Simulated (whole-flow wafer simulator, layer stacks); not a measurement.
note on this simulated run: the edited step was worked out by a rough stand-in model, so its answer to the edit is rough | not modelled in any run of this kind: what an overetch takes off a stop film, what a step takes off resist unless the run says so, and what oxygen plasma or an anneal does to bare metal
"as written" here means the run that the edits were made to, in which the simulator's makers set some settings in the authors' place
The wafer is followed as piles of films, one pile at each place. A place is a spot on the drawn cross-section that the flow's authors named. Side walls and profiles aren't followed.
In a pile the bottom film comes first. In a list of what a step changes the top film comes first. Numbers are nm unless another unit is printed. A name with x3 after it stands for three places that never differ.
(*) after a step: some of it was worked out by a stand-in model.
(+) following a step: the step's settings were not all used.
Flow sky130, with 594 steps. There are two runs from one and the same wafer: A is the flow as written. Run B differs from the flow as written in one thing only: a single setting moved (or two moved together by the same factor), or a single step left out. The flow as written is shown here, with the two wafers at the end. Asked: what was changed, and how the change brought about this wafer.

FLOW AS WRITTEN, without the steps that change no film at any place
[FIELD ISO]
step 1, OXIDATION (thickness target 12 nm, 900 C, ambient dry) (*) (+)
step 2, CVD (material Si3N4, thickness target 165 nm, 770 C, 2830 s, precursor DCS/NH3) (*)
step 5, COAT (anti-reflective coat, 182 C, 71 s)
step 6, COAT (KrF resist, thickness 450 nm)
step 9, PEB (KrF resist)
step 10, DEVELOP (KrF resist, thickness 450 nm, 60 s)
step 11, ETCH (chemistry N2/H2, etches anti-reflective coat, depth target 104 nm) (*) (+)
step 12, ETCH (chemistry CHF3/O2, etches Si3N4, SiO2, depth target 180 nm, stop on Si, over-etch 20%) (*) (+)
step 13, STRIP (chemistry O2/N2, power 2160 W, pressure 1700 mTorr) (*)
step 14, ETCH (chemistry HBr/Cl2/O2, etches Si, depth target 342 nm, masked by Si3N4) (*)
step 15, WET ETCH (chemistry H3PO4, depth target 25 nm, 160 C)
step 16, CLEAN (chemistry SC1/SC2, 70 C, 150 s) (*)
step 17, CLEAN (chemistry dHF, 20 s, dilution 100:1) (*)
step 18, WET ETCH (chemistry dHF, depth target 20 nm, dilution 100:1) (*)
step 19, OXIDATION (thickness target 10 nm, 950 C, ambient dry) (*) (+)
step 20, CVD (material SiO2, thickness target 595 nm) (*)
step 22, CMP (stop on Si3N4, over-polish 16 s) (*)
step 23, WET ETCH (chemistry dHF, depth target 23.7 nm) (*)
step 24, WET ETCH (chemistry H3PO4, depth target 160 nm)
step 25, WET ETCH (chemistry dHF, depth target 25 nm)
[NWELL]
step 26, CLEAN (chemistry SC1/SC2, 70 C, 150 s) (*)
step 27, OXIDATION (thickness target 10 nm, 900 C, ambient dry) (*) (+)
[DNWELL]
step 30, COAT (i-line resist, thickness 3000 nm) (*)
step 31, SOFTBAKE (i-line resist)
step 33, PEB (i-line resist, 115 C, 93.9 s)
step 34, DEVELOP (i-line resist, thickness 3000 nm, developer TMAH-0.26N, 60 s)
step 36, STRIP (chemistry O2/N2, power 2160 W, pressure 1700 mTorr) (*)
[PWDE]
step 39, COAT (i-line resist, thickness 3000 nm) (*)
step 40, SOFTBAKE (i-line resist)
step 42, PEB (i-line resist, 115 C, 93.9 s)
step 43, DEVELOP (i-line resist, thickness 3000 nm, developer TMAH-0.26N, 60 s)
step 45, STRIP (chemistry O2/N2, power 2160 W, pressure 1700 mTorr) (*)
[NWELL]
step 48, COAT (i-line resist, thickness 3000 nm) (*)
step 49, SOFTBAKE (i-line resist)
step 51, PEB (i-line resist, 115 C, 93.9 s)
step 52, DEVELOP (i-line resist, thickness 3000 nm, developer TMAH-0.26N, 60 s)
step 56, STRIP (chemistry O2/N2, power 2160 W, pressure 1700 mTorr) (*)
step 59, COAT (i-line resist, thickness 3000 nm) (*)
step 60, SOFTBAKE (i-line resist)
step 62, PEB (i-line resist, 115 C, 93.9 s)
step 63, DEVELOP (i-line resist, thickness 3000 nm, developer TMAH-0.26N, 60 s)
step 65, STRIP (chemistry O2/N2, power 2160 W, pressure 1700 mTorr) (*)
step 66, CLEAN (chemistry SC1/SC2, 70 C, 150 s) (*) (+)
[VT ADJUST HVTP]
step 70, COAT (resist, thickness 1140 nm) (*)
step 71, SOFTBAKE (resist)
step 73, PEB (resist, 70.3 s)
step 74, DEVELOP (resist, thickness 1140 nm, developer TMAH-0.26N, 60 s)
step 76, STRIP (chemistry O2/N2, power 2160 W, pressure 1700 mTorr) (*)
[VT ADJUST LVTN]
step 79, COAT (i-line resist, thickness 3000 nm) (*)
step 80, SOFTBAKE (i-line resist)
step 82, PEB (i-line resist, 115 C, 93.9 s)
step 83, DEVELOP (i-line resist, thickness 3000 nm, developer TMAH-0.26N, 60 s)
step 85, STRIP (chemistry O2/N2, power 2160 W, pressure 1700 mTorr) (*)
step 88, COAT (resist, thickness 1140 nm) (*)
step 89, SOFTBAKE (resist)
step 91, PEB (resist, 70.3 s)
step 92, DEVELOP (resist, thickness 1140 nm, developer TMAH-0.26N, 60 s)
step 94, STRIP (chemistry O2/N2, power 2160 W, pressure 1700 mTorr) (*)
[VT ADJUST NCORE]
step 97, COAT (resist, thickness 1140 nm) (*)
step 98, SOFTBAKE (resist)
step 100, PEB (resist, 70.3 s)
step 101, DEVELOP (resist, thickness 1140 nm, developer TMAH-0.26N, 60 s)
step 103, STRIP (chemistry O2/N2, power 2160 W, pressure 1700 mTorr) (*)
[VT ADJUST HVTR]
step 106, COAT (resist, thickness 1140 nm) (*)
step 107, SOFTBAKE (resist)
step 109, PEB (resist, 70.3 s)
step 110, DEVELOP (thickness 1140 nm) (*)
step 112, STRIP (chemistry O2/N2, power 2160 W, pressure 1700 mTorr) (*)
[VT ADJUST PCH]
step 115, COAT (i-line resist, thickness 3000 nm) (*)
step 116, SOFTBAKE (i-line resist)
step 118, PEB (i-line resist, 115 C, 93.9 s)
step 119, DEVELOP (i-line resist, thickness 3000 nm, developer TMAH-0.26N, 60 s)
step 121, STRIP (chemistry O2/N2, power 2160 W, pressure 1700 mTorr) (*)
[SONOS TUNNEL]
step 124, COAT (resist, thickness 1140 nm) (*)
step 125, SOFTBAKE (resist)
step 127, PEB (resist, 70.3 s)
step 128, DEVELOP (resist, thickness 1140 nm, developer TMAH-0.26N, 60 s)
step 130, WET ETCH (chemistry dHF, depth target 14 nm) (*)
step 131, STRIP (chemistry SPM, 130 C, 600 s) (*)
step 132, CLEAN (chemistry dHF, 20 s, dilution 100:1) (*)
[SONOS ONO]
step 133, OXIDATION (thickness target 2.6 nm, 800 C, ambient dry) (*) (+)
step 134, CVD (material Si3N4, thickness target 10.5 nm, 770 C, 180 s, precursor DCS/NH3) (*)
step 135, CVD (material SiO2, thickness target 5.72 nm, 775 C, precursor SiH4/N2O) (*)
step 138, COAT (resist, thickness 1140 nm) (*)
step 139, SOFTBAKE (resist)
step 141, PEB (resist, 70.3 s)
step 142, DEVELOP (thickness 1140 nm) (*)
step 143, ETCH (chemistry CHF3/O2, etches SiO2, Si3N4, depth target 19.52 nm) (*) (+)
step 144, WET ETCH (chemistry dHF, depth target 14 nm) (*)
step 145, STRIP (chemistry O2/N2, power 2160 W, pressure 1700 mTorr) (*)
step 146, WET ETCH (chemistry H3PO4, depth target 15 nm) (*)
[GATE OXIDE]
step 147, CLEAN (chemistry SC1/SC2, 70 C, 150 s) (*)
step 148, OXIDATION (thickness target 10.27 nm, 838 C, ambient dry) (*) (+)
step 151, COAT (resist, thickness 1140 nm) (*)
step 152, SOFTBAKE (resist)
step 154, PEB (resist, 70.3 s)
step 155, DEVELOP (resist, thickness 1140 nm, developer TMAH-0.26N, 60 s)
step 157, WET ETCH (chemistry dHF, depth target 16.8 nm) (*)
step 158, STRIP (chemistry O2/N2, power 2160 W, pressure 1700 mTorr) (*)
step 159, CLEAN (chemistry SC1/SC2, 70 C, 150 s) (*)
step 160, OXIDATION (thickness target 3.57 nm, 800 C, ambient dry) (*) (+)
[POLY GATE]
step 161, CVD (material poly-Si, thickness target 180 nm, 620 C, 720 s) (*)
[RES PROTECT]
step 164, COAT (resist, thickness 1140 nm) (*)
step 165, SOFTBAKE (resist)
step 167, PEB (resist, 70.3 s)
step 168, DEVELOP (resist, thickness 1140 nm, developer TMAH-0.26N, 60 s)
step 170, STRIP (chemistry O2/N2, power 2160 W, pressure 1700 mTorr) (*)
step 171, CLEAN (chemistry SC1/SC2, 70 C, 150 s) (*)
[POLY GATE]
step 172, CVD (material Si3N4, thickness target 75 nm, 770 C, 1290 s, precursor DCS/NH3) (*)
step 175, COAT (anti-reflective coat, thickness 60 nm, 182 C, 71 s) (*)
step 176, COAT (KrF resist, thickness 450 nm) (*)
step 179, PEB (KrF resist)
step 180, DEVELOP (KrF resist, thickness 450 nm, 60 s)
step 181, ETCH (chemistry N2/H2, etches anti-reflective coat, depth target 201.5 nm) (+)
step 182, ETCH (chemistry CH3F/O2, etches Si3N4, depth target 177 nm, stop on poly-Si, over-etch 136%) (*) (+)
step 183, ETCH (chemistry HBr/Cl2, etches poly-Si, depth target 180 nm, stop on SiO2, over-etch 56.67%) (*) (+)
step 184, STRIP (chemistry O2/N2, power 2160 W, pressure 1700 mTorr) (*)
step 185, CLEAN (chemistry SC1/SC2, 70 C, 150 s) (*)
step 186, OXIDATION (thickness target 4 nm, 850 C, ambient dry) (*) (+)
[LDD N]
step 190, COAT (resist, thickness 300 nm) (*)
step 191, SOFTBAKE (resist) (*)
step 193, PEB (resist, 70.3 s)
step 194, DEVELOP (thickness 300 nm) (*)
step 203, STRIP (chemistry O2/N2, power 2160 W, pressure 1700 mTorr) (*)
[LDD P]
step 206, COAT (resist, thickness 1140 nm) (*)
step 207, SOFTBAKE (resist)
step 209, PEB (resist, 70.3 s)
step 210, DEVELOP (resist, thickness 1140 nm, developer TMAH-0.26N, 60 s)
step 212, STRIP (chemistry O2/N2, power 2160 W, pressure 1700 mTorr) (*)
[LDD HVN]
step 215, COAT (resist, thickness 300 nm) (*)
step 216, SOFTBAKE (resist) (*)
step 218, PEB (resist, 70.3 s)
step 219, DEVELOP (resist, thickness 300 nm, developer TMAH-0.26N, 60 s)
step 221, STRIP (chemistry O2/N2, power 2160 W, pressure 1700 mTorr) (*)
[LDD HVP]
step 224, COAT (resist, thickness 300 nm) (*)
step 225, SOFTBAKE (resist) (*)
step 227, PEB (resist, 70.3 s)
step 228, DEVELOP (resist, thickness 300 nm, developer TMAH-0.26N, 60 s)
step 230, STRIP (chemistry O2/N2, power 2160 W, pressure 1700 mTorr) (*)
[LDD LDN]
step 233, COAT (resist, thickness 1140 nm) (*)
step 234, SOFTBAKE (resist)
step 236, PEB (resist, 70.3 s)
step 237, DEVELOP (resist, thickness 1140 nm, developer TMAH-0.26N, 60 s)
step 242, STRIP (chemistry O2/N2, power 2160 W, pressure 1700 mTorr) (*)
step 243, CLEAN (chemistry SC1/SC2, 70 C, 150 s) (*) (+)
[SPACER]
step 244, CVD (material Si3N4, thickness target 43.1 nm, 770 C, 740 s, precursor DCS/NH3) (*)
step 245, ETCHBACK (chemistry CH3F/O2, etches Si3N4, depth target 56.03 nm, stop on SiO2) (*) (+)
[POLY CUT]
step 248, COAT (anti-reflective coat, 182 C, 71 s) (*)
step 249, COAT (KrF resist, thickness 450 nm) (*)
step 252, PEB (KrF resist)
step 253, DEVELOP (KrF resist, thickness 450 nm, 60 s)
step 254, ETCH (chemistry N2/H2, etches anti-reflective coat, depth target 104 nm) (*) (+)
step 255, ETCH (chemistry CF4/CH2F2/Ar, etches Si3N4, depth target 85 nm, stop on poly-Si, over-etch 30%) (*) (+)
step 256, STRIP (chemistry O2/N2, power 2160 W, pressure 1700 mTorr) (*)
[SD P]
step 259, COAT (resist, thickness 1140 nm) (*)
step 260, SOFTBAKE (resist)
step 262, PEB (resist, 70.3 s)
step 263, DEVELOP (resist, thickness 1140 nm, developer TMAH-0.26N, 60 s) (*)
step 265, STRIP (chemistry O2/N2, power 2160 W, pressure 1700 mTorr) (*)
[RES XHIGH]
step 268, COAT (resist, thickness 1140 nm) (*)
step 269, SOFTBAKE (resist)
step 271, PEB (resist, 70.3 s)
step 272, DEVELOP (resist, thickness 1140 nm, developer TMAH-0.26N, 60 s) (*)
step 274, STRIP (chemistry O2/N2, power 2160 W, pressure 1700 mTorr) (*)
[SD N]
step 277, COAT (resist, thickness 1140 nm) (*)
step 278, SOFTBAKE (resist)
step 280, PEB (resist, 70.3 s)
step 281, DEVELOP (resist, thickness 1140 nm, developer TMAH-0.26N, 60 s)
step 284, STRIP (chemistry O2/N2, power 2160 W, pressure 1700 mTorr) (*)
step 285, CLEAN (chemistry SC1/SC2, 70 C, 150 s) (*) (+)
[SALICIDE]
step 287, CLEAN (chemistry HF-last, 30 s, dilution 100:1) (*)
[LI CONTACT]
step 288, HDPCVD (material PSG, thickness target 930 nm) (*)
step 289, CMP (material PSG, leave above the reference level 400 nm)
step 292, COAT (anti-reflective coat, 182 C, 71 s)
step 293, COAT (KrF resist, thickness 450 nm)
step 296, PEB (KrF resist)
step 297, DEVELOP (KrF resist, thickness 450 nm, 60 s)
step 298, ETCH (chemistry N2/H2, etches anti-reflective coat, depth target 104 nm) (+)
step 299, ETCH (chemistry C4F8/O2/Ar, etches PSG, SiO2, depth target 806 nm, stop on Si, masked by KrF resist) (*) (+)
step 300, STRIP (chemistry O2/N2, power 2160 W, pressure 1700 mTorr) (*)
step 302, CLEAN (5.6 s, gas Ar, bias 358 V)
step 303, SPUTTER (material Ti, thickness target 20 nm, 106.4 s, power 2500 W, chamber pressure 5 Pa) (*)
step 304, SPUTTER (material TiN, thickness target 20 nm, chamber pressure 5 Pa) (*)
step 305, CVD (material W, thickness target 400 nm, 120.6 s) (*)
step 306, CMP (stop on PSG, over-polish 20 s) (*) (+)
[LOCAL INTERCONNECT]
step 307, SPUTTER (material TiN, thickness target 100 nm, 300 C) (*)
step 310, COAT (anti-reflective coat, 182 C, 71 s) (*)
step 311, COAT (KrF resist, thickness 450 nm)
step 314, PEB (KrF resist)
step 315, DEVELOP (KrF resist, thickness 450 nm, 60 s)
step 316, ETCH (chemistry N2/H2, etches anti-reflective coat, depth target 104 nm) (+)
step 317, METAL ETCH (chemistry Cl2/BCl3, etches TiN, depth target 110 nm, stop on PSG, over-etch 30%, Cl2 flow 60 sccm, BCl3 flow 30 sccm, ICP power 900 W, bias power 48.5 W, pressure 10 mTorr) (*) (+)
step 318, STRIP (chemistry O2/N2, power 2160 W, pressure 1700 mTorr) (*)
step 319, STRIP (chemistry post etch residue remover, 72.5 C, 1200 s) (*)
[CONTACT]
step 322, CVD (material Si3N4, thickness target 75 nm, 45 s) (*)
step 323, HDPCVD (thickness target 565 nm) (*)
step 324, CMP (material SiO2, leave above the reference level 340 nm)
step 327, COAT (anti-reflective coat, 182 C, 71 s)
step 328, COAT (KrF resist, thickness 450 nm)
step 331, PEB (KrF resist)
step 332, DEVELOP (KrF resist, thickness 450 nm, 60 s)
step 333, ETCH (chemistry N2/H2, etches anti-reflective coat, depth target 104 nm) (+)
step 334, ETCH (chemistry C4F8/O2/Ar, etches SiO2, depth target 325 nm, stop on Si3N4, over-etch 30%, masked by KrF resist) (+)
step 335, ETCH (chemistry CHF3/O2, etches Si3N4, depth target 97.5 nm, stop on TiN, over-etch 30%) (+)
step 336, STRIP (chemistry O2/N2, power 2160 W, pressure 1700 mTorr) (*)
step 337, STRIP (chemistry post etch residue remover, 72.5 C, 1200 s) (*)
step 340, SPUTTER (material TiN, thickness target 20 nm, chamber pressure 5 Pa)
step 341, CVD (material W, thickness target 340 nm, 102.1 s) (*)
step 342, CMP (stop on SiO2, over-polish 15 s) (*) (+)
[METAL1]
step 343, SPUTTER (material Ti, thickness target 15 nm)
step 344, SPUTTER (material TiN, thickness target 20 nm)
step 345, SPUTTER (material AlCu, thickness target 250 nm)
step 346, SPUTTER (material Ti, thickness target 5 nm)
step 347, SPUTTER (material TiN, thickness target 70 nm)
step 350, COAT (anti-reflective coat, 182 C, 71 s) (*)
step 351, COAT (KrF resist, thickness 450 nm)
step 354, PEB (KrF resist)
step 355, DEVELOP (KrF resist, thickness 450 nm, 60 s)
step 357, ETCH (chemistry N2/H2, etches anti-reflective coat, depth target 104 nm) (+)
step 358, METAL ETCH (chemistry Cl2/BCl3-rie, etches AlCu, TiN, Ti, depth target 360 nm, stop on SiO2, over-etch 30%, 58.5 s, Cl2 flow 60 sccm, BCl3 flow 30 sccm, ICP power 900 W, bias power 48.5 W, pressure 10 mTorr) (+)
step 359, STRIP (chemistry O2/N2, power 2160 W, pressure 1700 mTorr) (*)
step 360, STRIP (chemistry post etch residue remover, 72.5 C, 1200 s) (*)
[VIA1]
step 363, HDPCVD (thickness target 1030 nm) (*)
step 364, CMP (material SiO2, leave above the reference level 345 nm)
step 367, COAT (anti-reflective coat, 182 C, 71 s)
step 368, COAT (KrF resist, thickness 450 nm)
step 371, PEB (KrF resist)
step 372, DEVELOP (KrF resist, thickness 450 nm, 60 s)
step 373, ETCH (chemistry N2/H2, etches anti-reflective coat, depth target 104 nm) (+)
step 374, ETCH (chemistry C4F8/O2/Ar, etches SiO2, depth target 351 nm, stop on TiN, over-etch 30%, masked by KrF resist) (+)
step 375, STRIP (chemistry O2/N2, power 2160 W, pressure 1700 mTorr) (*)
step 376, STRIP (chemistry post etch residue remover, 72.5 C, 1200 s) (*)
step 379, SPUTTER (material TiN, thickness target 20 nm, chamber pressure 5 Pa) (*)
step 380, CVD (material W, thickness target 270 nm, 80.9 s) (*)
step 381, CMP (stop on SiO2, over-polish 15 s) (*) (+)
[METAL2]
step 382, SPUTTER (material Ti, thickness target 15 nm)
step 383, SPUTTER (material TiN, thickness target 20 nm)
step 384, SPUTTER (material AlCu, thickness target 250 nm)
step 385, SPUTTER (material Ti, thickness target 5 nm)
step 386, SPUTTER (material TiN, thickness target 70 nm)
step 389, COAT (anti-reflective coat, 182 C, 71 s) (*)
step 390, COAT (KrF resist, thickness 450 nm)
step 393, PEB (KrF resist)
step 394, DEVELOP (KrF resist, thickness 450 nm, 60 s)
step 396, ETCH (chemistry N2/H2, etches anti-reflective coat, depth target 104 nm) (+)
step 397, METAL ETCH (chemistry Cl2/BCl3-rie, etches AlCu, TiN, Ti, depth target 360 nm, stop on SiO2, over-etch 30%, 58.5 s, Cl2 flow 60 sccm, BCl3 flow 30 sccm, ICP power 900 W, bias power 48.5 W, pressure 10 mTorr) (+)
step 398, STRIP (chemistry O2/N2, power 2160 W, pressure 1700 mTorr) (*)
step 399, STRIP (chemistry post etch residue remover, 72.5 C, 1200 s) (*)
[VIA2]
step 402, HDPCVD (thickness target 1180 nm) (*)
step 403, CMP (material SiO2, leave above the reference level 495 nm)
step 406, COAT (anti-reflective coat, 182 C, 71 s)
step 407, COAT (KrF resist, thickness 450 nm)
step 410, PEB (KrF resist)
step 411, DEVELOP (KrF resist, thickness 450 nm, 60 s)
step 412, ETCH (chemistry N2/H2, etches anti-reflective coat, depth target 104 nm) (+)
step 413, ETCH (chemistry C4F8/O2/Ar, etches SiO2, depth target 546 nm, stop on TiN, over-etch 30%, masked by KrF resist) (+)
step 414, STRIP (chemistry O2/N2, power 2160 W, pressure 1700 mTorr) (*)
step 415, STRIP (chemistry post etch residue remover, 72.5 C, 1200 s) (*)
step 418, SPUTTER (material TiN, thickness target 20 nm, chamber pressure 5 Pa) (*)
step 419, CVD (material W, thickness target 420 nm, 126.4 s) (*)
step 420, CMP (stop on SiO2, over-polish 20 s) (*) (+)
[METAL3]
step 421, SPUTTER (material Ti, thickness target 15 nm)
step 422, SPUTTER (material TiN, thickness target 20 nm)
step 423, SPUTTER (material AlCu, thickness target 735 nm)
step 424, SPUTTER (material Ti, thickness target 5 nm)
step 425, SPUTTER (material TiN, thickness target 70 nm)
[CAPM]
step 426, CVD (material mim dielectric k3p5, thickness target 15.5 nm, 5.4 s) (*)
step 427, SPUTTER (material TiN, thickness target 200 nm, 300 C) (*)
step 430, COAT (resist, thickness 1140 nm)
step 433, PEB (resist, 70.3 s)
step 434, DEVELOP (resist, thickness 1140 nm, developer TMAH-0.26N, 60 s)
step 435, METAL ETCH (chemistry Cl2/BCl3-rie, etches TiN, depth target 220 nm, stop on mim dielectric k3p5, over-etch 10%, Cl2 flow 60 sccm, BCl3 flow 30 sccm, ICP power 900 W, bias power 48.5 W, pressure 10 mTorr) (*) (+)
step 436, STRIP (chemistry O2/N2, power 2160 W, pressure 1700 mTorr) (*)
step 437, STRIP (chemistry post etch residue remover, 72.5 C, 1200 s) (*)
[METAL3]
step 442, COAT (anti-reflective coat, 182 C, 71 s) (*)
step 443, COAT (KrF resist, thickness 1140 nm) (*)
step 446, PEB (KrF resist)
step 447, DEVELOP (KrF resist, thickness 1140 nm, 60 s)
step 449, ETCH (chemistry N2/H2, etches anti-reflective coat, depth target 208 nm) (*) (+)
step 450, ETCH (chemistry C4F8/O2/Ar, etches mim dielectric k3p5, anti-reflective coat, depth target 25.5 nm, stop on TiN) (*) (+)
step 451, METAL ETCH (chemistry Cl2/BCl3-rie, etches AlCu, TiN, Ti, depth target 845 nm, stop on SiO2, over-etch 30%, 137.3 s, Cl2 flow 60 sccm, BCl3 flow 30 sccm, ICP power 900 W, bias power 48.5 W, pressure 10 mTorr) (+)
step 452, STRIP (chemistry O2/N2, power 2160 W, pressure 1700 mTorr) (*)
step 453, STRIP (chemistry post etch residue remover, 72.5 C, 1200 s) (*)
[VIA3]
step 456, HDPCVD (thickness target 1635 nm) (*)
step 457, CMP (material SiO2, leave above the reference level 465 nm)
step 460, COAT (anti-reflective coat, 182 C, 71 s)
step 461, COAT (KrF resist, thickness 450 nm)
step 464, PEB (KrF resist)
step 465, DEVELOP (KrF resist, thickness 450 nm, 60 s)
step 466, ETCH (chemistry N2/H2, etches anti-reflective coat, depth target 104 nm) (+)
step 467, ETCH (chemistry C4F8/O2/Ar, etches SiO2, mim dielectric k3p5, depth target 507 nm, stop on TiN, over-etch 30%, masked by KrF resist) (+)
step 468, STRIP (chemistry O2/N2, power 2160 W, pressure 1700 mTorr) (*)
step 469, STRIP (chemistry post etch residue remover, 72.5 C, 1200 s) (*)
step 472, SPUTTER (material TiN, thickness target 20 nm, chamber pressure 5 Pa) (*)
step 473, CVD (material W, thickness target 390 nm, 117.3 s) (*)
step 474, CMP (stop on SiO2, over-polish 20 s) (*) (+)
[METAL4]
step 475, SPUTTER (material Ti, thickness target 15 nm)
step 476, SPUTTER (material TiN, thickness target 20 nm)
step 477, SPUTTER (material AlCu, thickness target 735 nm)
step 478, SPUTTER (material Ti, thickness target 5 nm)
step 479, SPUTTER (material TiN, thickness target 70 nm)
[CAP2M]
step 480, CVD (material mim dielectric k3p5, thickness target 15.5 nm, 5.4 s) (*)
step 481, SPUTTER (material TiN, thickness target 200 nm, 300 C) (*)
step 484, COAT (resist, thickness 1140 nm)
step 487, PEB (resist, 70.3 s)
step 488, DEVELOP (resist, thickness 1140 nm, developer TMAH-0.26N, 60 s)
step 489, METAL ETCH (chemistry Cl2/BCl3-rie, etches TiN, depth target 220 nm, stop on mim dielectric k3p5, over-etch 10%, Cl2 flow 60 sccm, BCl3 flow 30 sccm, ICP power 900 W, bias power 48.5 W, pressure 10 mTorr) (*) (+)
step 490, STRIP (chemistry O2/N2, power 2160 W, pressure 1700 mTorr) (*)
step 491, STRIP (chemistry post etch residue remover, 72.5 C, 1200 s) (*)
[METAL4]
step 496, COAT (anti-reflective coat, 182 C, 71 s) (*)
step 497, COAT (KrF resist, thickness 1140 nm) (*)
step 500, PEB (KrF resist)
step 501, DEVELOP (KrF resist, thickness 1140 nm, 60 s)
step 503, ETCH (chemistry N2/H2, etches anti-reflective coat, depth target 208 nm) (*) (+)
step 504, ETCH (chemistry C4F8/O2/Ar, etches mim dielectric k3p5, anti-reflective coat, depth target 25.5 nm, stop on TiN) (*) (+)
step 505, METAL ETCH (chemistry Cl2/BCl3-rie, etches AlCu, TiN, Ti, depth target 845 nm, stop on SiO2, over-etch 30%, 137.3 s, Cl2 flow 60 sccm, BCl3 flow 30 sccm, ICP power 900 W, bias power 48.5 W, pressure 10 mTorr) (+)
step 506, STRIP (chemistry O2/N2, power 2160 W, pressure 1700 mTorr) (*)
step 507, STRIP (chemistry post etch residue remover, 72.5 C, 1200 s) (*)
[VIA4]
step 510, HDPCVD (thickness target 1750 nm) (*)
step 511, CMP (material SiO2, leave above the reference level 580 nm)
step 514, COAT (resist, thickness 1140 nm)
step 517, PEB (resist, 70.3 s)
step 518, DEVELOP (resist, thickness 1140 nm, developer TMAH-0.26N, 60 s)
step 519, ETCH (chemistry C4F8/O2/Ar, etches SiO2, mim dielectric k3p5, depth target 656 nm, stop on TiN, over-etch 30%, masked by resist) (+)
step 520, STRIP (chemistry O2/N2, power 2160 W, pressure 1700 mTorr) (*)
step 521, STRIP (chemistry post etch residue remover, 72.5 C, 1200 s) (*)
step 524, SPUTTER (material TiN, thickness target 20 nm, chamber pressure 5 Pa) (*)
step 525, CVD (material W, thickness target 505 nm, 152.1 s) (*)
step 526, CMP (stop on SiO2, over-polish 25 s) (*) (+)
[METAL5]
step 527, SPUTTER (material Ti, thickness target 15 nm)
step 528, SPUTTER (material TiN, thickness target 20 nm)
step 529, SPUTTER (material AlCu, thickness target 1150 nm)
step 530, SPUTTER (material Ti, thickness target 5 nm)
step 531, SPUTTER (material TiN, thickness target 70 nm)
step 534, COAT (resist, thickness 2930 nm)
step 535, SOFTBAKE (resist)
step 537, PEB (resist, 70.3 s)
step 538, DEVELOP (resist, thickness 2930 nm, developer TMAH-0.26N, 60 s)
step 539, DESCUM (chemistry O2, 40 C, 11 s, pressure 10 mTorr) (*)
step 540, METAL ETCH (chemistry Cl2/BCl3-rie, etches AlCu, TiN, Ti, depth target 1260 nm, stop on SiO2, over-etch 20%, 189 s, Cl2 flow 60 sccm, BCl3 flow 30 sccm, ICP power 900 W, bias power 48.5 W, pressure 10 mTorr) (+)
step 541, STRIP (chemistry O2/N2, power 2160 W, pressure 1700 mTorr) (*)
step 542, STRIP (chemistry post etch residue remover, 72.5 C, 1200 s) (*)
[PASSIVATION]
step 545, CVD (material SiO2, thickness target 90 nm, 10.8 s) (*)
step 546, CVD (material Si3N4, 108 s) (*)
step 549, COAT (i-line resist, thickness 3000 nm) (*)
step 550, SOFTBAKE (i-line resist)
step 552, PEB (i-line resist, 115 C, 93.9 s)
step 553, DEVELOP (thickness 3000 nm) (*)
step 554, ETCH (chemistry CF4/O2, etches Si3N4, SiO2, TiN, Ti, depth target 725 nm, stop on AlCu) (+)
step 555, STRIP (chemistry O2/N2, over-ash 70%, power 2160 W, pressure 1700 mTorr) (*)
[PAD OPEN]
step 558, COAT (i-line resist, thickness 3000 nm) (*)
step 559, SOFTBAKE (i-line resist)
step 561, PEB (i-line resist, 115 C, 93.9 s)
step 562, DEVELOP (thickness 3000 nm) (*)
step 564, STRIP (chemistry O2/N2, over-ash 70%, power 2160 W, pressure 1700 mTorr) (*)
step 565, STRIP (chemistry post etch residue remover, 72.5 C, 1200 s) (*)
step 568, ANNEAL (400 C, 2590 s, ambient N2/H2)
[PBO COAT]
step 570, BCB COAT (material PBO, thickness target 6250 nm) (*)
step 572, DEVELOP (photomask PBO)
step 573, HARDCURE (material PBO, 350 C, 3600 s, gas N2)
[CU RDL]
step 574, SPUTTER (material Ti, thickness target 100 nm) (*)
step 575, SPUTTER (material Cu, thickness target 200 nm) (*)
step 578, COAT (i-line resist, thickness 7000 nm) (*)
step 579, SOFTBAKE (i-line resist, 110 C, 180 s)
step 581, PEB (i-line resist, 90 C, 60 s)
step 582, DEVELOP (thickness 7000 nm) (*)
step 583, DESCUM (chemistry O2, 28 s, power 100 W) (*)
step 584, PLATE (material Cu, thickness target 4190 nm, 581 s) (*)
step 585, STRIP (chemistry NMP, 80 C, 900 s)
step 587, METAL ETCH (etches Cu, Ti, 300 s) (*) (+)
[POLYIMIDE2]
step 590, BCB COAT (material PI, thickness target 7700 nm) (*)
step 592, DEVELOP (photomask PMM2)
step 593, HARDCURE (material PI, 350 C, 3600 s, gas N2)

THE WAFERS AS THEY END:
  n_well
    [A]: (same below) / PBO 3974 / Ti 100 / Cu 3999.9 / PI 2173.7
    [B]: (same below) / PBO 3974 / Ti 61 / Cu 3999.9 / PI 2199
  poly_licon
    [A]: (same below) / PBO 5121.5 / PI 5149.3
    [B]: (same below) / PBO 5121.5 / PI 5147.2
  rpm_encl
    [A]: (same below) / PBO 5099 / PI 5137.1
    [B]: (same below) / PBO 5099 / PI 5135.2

The reason: step 574, SPUTTER: thickness target 61 nm was run, while the flow as written has thickness target 100 nm.
The wafer itself shows it: n_well has Ti 61, and step 574 as written asks for 100 nm.

Step by step, how the change led to this:
  step 574, SPUTTER (material Ti, thickness target 100 nm) (*)
      field, active, n_well and 190 more: A +100 Ti (new film) | B +61 Ti (new film)
  step 587, METAL ETCH (etches Cu, Ti, 300 s) (*) (+)
      field, active, gate and 167 more: A -200 Cu (all of it), -100 Ti (all of it) | B -200 Cu (all of it), -61 Ti (all of it)
  step 590, BCB COAT (material PI, thickness target 7700 nm) (*)
      de16_gate_nw: A +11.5 um PI (new film) | B +11.47 um PI (new film)
